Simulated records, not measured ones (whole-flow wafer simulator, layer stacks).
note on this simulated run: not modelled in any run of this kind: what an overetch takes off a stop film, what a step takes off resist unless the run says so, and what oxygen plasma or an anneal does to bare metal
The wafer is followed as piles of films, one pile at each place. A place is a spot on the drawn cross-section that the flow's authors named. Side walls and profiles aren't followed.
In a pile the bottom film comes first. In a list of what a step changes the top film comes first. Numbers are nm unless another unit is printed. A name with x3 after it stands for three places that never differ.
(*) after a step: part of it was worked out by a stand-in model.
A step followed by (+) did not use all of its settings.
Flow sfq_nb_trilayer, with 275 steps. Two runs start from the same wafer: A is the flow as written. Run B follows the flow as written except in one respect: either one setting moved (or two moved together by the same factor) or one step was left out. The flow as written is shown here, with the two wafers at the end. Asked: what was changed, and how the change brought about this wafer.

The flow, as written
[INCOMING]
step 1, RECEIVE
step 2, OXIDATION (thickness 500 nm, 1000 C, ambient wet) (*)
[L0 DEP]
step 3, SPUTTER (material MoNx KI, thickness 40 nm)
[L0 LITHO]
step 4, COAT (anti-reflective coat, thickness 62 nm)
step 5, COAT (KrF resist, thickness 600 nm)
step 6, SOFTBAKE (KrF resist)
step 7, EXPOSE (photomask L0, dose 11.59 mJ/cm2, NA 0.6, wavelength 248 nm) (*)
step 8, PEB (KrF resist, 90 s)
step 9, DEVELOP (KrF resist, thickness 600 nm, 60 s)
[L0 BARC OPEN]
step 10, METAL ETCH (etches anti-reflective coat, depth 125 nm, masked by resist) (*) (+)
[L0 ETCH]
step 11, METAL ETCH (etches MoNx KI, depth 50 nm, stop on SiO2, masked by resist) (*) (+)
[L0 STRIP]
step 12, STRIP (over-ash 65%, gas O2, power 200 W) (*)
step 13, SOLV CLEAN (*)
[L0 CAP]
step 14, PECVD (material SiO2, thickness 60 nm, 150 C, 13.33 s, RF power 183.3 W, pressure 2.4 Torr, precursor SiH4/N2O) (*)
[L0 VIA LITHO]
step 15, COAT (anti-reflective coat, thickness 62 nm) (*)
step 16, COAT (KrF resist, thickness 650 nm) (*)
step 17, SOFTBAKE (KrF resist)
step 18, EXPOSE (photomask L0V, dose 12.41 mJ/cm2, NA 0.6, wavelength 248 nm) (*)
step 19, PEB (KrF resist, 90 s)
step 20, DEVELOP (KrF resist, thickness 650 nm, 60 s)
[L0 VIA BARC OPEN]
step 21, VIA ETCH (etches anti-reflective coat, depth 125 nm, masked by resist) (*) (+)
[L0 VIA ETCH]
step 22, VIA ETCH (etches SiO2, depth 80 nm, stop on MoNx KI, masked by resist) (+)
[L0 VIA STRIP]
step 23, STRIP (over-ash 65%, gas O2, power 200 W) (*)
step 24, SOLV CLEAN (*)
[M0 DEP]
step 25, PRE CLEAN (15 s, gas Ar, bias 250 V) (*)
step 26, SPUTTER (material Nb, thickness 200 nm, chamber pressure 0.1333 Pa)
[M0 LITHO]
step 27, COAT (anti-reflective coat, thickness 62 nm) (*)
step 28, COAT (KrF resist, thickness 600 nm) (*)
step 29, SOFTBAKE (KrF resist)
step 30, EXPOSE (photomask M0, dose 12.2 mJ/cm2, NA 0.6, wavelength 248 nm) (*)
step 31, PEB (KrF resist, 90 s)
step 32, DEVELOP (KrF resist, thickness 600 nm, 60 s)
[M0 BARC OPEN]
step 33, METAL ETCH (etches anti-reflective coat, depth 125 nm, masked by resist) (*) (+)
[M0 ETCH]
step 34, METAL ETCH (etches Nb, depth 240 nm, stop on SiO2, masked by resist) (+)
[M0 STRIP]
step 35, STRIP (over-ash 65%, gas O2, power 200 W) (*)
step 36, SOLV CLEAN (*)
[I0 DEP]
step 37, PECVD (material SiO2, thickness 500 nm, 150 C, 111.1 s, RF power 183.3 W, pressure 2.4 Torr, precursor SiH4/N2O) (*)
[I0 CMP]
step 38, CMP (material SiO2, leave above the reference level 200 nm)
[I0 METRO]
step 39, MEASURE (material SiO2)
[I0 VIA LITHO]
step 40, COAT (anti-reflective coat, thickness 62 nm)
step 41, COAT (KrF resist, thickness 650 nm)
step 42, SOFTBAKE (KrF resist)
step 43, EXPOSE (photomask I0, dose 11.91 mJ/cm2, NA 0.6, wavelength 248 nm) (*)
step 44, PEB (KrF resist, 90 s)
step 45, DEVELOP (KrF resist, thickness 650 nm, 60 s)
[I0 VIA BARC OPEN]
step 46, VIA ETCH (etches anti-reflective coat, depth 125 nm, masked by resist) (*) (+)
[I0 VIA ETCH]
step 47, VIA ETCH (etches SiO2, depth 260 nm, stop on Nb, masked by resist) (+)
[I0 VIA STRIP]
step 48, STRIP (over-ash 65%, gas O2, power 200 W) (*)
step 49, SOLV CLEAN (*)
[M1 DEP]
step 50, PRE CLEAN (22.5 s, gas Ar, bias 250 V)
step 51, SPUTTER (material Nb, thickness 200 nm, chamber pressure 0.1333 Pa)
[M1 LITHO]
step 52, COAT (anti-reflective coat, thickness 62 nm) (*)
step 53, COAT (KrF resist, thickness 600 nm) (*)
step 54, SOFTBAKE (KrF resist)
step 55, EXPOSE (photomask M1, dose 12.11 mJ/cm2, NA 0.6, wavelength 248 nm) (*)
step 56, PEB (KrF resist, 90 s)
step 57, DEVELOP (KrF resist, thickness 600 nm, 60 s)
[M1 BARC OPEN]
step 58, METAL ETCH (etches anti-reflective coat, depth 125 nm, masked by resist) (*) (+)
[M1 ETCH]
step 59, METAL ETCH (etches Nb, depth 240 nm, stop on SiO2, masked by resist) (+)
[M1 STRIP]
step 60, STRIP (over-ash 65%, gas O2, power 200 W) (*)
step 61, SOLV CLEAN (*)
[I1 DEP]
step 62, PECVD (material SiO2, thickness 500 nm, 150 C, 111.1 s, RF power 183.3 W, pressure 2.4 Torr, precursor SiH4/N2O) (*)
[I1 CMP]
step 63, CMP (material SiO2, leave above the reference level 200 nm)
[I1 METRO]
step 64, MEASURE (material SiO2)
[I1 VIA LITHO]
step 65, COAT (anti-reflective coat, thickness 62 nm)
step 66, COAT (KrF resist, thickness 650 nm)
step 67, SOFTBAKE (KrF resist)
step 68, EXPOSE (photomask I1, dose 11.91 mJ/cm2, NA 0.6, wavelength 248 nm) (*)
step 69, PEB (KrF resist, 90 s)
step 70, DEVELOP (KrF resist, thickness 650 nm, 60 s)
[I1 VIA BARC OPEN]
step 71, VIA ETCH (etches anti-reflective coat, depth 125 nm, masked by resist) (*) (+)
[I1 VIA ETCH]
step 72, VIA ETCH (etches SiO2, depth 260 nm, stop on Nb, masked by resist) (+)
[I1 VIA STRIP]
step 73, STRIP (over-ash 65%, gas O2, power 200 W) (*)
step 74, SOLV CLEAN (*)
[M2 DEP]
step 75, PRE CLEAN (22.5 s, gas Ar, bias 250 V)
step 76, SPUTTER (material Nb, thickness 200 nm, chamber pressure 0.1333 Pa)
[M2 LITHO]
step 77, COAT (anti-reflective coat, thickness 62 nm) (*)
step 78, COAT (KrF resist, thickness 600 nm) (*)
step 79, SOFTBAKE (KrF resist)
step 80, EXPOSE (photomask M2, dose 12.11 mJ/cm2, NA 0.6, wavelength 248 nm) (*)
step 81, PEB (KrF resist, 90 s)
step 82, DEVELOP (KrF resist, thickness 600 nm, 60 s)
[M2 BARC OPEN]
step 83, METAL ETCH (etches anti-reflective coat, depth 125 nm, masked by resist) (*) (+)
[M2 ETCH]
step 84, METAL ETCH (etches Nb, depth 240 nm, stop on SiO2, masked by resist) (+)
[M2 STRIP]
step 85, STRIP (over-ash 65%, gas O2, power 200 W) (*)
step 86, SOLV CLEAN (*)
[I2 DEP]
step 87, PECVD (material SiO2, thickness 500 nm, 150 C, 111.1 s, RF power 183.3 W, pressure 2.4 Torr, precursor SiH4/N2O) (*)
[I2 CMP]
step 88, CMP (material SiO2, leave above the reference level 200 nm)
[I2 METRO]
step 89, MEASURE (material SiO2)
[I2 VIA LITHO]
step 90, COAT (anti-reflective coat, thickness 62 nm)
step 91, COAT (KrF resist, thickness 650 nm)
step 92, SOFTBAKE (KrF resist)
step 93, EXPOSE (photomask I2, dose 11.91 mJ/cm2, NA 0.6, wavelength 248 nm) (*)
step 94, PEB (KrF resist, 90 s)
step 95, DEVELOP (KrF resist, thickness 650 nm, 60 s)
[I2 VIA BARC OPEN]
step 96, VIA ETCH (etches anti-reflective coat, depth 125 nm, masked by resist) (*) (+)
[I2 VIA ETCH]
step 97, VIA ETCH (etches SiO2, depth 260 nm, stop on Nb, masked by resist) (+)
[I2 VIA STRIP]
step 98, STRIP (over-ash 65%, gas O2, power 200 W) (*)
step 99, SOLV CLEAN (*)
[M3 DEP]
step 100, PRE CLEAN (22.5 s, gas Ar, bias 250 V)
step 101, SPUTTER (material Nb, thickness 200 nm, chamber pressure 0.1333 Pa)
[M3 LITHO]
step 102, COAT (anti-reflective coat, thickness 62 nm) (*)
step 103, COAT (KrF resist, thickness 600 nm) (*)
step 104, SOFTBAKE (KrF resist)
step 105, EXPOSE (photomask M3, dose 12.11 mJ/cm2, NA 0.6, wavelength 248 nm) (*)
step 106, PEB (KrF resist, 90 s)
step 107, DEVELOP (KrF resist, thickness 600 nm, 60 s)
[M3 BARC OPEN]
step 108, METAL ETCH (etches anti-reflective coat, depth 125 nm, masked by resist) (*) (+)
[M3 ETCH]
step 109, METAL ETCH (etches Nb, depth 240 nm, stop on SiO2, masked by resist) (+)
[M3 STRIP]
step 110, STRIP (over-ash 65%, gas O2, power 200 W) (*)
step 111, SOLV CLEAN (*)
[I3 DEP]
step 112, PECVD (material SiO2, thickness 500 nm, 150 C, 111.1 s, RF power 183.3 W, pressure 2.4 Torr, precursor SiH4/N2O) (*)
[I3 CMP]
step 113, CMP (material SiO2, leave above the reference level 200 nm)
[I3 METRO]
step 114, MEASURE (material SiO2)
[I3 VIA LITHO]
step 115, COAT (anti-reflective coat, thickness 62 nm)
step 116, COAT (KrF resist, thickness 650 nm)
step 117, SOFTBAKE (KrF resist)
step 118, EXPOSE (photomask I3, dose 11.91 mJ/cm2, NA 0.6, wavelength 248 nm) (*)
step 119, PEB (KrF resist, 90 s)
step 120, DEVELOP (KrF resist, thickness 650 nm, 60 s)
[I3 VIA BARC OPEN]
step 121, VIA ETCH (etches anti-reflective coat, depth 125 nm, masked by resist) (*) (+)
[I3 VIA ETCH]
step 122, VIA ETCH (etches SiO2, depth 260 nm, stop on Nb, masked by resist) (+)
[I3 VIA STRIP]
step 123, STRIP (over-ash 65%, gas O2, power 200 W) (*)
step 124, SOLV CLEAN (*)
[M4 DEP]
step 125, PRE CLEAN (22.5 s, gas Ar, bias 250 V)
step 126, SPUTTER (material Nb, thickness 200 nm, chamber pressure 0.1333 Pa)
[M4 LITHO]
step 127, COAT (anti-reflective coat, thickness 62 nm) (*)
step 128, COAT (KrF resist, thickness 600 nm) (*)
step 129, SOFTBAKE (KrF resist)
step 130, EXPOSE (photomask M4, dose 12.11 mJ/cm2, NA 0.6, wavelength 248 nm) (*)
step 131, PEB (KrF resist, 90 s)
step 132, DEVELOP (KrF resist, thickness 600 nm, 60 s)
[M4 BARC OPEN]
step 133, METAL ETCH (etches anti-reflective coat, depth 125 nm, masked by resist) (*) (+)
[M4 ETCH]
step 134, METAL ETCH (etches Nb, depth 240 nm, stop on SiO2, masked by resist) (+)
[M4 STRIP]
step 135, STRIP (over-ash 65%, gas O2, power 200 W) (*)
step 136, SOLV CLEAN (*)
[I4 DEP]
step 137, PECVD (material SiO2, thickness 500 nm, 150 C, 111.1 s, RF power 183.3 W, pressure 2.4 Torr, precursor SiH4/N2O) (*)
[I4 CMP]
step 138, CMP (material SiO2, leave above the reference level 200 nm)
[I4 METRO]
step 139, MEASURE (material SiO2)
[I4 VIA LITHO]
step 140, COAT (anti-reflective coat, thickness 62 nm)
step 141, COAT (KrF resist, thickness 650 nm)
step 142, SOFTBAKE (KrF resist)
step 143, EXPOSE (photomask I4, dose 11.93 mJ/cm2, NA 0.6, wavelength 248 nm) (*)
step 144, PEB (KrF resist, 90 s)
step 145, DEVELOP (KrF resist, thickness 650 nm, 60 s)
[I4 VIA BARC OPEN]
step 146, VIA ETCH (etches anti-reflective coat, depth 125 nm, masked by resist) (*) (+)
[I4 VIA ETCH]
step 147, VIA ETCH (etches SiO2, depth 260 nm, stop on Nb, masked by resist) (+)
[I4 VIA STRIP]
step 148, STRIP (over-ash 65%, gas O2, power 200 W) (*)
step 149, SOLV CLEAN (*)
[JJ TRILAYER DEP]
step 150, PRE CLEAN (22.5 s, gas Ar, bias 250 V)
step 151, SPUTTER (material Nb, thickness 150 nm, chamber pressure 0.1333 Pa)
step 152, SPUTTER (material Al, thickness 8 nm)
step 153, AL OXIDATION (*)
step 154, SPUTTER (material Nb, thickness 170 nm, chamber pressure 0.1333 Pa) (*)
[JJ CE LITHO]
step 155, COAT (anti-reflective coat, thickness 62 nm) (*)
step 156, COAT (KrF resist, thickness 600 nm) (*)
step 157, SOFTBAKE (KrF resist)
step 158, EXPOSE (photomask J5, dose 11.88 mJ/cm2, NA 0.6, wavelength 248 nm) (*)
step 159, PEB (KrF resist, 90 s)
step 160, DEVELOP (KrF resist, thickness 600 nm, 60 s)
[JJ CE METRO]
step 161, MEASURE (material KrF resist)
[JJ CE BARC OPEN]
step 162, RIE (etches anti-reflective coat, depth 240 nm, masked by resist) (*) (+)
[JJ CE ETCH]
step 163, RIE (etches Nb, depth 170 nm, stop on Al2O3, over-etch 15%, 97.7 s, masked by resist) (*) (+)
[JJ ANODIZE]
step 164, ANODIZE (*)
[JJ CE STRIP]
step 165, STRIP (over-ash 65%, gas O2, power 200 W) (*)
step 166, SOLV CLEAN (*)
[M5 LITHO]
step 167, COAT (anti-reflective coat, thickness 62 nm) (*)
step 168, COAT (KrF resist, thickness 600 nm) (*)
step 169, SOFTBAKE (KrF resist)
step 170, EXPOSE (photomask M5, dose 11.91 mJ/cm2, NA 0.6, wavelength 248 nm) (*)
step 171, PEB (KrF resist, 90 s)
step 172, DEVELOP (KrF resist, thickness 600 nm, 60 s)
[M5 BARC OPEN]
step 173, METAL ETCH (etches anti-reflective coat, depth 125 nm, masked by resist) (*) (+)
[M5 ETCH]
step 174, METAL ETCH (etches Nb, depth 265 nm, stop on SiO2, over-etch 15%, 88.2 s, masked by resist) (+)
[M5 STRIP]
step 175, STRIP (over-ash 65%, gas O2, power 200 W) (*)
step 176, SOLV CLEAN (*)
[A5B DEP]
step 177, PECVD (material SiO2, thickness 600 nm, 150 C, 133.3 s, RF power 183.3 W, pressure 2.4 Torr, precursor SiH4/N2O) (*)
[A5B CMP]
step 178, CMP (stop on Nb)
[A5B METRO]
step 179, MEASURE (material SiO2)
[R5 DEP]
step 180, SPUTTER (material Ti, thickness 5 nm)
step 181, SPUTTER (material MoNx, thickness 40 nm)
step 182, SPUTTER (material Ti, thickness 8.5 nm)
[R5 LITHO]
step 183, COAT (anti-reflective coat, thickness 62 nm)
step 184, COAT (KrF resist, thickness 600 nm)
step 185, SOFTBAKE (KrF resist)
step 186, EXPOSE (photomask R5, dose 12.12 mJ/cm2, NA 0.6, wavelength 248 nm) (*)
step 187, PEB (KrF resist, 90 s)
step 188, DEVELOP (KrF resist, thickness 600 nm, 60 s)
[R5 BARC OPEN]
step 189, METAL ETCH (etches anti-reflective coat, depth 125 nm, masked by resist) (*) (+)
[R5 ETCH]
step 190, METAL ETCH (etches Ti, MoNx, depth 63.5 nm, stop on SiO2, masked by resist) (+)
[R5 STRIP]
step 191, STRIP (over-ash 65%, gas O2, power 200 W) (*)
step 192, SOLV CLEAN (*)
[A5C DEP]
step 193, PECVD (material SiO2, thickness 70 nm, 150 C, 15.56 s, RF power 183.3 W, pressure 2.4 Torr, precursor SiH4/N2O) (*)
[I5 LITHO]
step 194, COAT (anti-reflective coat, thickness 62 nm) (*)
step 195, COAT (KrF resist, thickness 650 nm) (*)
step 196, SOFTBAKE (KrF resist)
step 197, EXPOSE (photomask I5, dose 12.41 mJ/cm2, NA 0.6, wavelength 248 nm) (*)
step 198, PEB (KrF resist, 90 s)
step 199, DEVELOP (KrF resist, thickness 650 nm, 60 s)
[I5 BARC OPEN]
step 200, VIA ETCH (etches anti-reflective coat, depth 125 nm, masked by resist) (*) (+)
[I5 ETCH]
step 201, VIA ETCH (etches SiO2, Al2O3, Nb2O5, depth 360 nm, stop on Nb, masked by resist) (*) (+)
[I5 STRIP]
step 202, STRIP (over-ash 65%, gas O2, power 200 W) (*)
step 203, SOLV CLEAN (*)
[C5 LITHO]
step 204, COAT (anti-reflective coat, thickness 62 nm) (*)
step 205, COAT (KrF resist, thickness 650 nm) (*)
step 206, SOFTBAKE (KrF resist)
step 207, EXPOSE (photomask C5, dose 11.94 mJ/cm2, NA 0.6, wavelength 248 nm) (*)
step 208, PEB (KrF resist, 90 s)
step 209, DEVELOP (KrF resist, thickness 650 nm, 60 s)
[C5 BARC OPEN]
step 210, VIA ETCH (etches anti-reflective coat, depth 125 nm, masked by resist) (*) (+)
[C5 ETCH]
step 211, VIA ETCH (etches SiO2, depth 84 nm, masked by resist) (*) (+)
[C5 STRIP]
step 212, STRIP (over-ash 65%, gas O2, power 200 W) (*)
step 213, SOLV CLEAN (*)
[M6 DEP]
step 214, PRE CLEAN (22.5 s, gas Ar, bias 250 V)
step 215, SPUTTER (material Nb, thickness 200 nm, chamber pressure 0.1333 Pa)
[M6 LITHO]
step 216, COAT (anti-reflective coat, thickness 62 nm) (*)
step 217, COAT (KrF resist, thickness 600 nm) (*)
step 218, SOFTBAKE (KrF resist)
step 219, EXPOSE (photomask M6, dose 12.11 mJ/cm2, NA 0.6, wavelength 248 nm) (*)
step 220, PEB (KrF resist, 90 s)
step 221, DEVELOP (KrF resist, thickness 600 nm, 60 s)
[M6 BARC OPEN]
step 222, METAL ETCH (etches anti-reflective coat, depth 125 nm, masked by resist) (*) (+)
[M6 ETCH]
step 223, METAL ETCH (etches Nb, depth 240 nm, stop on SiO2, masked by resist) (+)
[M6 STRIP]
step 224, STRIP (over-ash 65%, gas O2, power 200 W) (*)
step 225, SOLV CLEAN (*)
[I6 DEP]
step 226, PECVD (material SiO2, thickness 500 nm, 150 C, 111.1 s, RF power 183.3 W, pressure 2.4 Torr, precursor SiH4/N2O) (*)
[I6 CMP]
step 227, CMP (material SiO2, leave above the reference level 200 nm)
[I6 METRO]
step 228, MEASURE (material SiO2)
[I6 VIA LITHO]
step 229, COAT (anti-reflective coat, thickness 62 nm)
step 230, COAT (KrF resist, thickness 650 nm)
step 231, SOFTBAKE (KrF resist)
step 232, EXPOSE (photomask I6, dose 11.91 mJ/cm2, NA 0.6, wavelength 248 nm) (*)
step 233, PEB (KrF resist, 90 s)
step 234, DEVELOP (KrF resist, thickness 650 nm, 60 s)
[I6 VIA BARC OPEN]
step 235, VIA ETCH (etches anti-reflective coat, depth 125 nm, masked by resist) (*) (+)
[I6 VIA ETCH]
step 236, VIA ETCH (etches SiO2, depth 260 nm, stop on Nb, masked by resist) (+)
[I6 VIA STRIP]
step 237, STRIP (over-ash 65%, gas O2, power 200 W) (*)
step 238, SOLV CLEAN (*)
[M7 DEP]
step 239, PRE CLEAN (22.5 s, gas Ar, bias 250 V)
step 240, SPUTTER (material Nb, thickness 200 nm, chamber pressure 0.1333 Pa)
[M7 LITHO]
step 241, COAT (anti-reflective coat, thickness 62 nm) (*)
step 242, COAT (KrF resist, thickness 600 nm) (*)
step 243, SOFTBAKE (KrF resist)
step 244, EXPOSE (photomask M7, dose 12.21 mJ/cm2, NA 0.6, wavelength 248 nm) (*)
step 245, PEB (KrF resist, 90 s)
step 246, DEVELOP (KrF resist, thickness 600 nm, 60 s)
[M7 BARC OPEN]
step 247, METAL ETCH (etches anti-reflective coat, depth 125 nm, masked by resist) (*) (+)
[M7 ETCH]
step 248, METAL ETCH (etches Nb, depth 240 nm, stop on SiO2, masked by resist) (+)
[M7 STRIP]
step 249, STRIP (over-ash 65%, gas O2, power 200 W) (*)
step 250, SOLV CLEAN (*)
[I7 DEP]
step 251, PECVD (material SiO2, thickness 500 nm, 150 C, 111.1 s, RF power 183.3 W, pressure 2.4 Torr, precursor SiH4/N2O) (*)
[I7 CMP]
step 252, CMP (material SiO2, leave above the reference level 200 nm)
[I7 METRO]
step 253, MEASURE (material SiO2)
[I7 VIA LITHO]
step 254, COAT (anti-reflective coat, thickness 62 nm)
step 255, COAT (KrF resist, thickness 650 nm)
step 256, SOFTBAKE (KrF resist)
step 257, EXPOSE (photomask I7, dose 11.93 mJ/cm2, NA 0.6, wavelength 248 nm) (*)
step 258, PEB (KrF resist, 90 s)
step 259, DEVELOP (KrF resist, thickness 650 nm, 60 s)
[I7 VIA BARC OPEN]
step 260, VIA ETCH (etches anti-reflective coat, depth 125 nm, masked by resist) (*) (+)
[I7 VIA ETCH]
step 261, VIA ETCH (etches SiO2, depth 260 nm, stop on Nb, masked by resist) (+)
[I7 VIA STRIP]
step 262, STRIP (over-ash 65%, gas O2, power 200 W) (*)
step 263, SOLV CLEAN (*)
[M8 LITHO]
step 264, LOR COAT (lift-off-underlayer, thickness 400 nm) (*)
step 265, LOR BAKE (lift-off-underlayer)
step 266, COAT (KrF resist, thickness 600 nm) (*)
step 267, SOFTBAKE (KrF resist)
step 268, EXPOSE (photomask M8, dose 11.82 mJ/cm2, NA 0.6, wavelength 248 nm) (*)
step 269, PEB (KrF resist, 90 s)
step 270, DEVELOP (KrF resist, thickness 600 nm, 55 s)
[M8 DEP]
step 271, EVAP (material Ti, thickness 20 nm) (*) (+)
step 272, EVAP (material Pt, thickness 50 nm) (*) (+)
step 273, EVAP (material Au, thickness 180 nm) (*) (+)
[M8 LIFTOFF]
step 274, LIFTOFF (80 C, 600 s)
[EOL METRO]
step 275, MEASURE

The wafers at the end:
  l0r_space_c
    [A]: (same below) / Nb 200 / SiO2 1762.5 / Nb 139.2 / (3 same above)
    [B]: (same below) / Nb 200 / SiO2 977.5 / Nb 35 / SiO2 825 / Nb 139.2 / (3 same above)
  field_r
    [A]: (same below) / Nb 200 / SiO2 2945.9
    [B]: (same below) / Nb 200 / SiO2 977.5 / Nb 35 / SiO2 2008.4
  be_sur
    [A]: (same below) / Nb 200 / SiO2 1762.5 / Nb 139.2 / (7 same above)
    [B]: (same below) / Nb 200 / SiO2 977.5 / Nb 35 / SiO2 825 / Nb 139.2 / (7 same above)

The reason: step 101, SPUTTER: thickness 275 nm was run, whereas the flow has thickness 200 nm.

Step by step, how the change led to this:
  step 101, SPUTTER (material Nb, thickness 200 nm, chamber pressure 0.1333 Pa)
      field_l, v_sur, via_wl and 102 more: A Nb gains 200 (new film) | B Nb gains 275 (new film)
      via_w: A Nb gains 165.5 | B Nb gains 228.6
  step 102, COAT (anti-reflective coat, thickness 62 nm) (*)
      via_wl, via_wr: A anti-reflective coat gains 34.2 (new film) | B anti-reflective coat gains 32.7 (new film)
  step 109, METAL ETCH (etches Nb, depth 240 nm, stop on SiO2, masked by resist) (+)
      field_l, be, be_sur and 72 more: A Nb loses 200 (all of it) | B Nb loses 240
  step 110, STRIP (over-ash 65%, gas O2, power 200 W) (*)
      via_wl: A KrF resist loses 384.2 (all of it), anti-reflective coat loses 34.2 (all of it) | B KrF resist loses 384 (all of it), anti-reflective coat loses 32.7 (all of it)
      via_wr: A KrF resist loses 384.2 (all of it), anti-reflective coat loses 34.2 (all of it) | B KrF resist loses 384.1 (all of it), anti-reflective coat loses 32.7 (all of it)
  step 112, PECVD (material SiO2, thickness 500 nm, 150 C, 111.1 s, RF power 183.3 W, pressure 2.4 Torr, precursor SiH4/N2O) (*)
      field_l, be, be_sur and 64 more: A SiO2 gains 500 | B SiO2 gains 500 (new film)
      p4_g1, p4_g2, p3_s0, p3_s1, p3_s2, p3_s3, p3_s4, p3_s5: A SiO2 gains 557.1 | B SiO2 gains 597.1 (new film)
      (as well as at 1 more place)
  step 113, CMP (material SiO2, leave above the reference level 200 nm)
      field_l, be, be_sur and 64 more: A SiO2 loses 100 | B SiO2 loses 60
      via_w: A SiO2 loses 181.6 | B SiO2 loses 157.1
With metal films that touch counted as one body, l0r_space_c has 3 bodies (between them, from the top down: SiO2 825; SiO2 977.5); the flow as written gives 2 bodies (between them, from the top down: SiO2 1762.5).
With metal films that touch counted as one body, field_r has 2 bodies (between them, from the top down: SiO2 977.5); the flow as written gives 1 body.
With metal films that touch counted as one body, be_sur has 5 bodies (between them, from the top down: SiO2 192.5; SiO2 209 / Al2O3 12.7 / Nb2O5 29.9; SiO2 825; SiO2 977.5); the flow as written gives 4 bodies (between them, from the top down: SiO2 192.5; SiO2 209 / Al2O3 12.7 / Nb2O5 29.9; SiO2 1762.5).
